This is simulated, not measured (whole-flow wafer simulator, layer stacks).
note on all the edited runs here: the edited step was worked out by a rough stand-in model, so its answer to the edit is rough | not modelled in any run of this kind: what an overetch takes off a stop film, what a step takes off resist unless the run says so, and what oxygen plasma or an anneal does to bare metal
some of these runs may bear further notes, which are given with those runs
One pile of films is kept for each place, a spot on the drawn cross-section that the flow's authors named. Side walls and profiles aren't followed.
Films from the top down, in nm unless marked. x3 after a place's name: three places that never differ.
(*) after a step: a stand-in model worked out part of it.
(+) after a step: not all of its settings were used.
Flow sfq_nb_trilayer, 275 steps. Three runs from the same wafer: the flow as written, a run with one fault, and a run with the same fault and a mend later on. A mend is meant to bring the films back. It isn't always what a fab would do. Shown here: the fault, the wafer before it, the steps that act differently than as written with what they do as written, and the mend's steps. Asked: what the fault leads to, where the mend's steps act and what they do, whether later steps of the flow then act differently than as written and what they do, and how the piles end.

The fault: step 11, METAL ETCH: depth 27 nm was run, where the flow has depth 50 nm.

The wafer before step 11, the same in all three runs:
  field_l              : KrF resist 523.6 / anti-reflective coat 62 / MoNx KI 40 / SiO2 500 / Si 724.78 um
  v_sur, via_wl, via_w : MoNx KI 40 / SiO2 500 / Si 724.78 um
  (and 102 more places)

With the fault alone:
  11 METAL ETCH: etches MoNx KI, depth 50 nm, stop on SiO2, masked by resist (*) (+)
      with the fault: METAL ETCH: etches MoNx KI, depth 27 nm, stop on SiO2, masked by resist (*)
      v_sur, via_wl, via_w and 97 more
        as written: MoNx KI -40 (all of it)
        with the fault: MoNx KI -27
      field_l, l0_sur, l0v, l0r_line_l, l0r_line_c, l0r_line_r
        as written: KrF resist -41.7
        with the fault: KrF resist -22.5
  Later steps of the flow that act differently than as written (8 more steps differ only slightly, by at most 2% or 0.5 nm, whichever is larger, and aren't shown):
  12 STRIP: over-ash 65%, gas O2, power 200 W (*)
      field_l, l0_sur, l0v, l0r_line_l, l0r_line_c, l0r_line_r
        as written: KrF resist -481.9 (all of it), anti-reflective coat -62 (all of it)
        with the fault: KrF resist -501.1 (all of it), anti-reflective coat -62 (all of it)
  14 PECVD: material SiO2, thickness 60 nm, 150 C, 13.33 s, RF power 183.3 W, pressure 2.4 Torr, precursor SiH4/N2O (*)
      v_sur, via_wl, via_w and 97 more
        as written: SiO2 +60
        with the fault: SiO2 +60 (new film)
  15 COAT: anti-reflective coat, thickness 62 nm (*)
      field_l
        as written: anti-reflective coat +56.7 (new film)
        with the fault: anti-reflective coat +58.2 (new film)
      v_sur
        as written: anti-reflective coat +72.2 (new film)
        with the fault: anti-reflective coat +69 (new film)
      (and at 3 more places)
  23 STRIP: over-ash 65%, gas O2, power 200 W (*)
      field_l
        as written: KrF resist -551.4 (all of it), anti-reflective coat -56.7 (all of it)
        with the fault: KrF resist -554.2 (all of it), anti-reflective coat -58.2 (all of it)
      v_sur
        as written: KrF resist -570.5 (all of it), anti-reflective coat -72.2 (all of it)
        with the fault: KrF resist -566.8 (all of it), anti-reflective coat -69 (all of it)
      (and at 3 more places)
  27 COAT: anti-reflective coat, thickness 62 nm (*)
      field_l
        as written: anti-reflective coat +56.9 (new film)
        with the fault: anti-reflective coat +58.4 (new film)
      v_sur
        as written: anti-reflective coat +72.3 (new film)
        with the fault: anti-reflective coat +68.9 (new film)
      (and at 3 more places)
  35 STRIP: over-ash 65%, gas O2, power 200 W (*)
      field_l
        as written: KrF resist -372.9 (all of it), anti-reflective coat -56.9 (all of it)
        with the fault: KrF resist -376 (all of it), anti-reflective coat -58.4 (all of it)
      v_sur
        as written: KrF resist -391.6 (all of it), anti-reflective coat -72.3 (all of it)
        with the fault: KrF resist -388.5 (all of it), anti-reflective coat -68.9 (all of it)
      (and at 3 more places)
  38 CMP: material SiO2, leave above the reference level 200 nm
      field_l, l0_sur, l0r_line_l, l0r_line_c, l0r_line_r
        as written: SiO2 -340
        with the fault: SiO2 -327
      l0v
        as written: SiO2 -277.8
        with the fault: SiO2 -264.8
  At the end the piles differ from the flow's by more than 2% or 0.5 nm, whichever is larger, at v_sur, via_wl, via_w and 97 more.
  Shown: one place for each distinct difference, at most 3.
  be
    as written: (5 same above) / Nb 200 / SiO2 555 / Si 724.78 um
    with the fault: (5 same above) / Nb 200 / SiO2 55 / MoNx KI 13 / SiO2 500 / Si 724.78 um
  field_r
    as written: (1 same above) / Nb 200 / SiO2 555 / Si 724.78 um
    with the fault: (1 same above) / Nb 200 / SiO2 55 / MoNx KI 13 / SiO2 500 / Si 724.78 um
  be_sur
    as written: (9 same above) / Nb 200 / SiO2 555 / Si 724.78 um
    with the fault: (9 same above) / Nb 200 / SiO2 55 / MoNx KI 13 / SiO2 500 / Si 724.78 um

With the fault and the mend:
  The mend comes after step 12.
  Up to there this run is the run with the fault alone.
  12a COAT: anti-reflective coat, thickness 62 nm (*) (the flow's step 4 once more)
      p4_fl x3, p4_w1 x9, p4_g1 x2 and 59 more
        anti-reflective coat +62 (new film)
      wire, be, be_sur and 6 more
        anti-reflective coat +63.2 (new film)
      jj_sur, ce_l, c5j, ce_r, sp_r, be_r, r_sur
        anti-reflective coat +63.1 (new film)
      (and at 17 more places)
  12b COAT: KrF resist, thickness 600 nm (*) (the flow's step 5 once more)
      p4_fl x3, p4_w1 x9, p4_g1 x2 and 59 more
        KrF resist +600 (new film)
      jj_sur, ce_l, c5j, ce_r, sp_r, be_r, r_sur
        KrF resist +604.5 (new film)
      be_sur, gap, res, r_end
        KrF resist +604.6 (new film)
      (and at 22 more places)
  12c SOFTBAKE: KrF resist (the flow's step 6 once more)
      changes no film at any place that is followed
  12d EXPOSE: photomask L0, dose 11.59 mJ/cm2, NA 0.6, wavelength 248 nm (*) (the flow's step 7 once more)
      changes no film at any place that is followed
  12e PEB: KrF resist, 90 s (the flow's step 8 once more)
      p4_fl x3, p4_w1 x9, p4_g1 x2 and 62 more
        KrF resist -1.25
      via_v, wire, be and 15 more
        KrF resist -1.26
      v_sur, via_wl, via_w, via_wr, via_sp, lsp_m, ln_m6, lsp_r
        KrF resist -1.27
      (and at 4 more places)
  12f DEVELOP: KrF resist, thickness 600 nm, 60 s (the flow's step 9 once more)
      p4_fl x3, p4_w1 x9, p4_g1 x2 and 59 more
        KrF resist -598.7 (all of it)
      gap, jj_sur, ce_l and 6 more
        KrF resist -603.3 (all of it)
      field_l, l0_sur, l0v, l0r_line_l, l0r_line_c, l0r_line_r
        KrF resist -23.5
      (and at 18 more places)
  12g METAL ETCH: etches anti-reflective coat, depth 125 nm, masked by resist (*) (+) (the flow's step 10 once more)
      p4_fl x3, p4_w1 x9, p4_g1 x2 and 59 more
        anti-reflective coat -62 (all of it)
      wire, be, be_sur and 6 more
        anti-reflective coat -63.2 (all of it)
      jj_sur, ce_l, c5j, ce_r, sp_r, be_r, r_sur
        anti-reflective coat -63.1 (all of it)
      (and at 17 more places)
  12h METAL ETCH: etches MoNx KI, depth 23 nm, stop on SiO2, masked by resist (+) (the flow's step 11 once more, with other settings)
      v_sur, via_wl, via_w and 97 more
        MoNx KI -13 (all of it)
      l0_sur, l0r_line_l, l0r_line_c, l0r_line_r
        KrF resist -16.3
      field_l, l0v
        KrF resist -16.2
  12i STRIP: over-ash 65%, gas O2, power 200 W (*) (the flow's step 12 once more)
      l0r_line_l, l0r_line_c, l0r_line_r
        KrF resist -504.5 (all of it), anti-reflective coat -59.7 (all of it)
      field_l
        KrF resist -501.1 (all of it), anti-reflective coat -58.1 (all of it)
      l0_sur
        KrF resist -502.3 (all of it), anti-reflective coat -56.1 (all of it)
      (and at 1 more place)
  No later step of the flow acts differently than as written at any place that is followed.
  At the end the piles are the same as the flow's at every place that both follow.
